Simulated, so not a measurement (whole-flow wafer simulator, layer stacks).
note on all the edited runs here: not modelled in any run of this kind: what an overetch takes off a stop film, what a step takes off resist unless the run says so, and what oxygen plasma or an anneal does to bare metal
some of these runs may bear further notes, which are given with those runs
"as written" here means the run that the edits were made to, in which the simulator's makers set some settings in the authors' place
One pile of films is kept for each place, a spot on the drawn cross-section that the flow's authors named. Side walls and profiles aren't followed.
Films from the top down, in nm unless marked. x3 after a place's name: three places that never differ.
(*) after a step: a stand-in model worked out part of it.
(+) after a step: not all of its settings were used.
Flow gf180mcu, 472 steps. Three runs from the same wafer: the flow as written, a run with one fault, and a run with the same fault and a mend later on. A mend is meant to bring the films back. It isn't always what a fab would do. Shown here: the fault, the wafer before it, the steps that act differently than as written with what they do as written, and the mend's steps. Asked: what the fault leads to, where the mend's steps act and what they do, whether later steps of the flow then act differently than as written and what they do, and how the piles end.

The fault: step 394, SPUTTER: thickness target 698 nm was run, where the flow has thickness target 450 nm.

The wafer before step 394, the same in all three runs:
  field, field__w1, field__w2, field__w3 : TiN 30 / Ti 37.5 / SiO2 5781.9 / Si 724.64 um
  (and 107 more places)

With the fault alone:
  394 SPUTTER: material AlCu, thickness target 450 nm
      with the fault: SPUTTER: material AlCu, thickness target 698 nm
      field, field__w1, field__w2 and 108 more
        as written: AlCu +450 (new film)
        with the fault: AlCu +698 (new film)
  Later steps of the flow that act differently than as written (1 more step differs only slightly, by at most 2% or 0.5 nm, whichever is larger, and isn't shown):
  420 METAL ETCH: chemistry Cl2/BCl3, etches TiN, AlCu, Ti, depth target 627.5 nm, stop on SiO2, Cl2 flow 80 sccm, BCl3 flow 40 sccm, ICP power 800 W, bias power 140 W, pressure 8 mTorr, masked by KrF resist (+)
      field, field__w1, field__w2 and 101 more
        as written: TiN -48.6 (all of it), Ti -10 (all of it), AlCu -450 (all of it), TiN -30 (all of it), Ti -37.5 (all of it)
        with the fault: TiN -48.6 (all of it), Ti -10 (all of it), AlCu -568.9
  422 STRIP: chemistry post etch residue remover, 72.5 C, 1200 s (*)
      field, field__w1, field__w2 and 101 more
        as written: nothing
        with the fault: AlCu -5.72
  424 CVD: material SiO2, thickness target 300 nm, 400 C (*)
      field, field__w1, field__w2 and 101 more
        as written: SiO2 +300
        with the fault: SiO2 +300 (new film)
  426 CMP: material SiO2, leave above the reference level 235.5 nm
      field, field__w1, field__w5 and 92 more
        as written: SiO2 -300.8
        with the fault: SiO2 -243.7
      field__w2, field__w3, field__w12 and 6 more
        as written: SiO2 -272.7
        with the fault: SiO2 -212.9
  At the end the piles differ from the flow's by more than 2% or 0.5 nm, whichever is larger, at field, field__w1, field__w2 and 109 more.
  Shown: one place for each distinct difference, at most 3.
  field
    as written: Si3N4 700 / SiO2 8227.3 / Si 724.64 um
    with the fault: Si3N4 700 / SiO2 2502.5 / AlCu 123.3 / TiN 30 / Ti 37.5 / SiO2 5781.9 / Si 724.64 um
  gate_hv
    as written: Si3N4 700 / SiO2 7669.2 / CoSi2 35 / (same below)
    with the fault: Si3N4 700 / SiO2 2502.5 / AlCu 123.3 / TiN 30 / Ti 37.5 / SiO2 5223.8 / CoSi2 35 / (same below)
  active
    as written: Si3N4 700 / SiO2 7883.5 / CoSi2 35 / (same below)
    with the fault: Si3N4 700 / SiO2 2502.5 / AlCu 123.3 / TiN 30 / Ti 37.5 / SiO2 5438.1 / CoSi2 35 / (same below)

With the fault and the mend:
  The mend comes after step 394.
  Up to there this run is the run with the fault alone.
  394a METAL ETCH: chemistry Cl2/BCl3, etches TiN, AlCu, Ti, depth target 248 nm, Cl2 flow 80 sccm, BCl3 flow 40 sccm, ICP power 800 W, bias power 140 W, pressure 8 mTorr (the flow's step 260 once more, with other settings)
      field, field__w1, field__w2 and 108 more
        AlCu -248
  No later step of the flow acts differently than as written at any place that is followed.
  At the end the piles are the same as the flow's at every place that both follow.
